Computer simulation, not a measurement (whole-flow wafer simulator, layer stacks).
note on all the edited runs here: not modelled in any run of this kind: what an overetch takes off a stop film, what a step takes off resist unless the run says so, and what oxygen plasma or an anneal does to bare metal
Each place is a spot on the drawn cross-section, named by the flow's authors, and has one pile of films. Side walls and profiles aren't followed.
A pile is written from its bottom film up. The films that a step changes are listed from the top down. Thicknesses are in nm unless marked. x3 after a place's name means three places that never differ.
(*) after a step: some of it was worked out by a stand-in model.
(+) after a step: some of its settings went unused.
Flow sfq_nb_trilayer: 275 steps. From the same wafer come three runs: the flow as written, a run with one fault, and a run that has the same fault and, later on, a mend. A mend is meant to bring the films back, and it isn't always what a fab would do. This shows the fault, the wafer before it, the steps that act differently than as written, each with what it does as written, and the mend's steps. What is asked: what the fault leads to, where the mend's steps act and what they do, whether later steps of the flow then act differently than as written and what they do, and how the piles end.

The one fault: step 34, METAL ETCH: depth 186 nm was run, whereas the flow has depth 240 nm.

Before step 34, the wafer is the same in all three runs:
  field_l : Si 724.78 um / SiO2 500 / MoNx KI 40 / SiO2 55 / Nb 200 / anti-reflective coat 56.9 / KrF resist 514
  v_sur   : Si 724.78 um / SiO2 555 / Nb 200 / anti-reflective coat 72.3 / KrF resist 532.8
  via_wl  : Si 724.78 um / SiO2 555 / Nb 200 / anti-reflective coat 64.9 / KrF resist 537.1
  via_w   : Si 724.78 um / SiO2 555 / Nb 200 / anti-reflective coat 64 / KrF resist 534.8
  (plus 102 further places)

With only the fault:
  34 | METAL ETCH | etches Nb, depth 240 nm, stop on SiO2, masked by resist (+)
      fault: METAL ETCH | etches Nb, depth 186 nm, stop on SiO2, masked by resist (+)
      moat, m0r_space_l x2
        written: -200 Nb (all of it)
        fault: -186 Nb
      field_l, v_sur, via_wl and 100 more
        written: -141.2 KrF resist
        fault: -109.4 KrF resist
  Steps further on in the flow that do not act as written:
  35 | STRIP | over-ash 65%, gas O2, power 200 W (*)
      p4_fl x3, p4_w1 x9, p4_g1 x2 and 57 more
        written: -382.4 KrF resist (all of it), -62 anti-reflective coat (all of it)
        fault: -414.1 KrF resist (all of it), -62 anti-reflective coat (all of it)
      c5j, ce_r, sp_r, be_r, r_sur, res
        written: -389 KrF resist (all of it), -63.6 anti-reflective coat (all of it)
        fault: -420.8 KrF resist (all of it), -63.6 anti-reflective coat (all of it)
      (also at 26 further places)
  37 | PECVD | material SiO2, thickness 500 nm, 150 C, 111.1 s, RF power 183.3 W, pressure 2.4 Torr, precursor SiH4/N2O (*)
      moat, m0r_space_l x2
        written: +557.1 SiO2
        fault: +543.1 SiO2 (new film)
  At moat, m0r_space_l x2, the piles at the end differ from the flow's by more than 2% or 0.5 nm, whichever is larger.
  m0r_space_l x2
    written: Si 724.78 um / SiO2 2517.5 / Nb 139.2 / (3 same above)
    fault: Si 724.78 um / SiO2 555 / Nb 14 / SiO2 1948.5 / Nb 139.2 / (3 same above)
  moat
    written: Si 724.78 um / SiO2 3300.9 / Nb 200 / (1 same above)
    fault: Si 724.78 um / SiO2 555 / Nb 14 / SiO2 2731.9 / Nb 200 / (1 same above)

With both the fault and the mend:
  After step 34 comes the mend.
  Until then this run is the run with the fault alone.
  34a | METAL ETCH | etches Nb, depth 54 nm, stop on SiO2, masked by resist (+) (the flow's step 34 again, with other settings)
      field_l, v_sur, via_wl and 100 more
        -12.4 KrF resist
      moat, m0r_space_l x2
        -14 Nb (all of it)
  Steps further on in the flow that do not act as written:
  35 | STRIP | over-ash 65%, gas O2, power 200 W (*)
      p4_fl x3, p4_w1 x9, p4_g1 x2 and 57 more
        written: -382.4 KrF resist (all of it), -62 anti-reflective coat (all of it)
        mend: -401.8 KrF resist (all of it), -62 anti-reflective coat (all of it)
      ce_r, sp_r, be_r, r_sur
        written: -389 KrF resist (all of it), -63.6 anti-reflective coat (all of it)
        mend: -408.4 KrF resist (all of it), -63.6 anti-reflective coat (all of it)
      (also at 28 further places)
  By the end, the piles equal the flow's at every place that both follow.
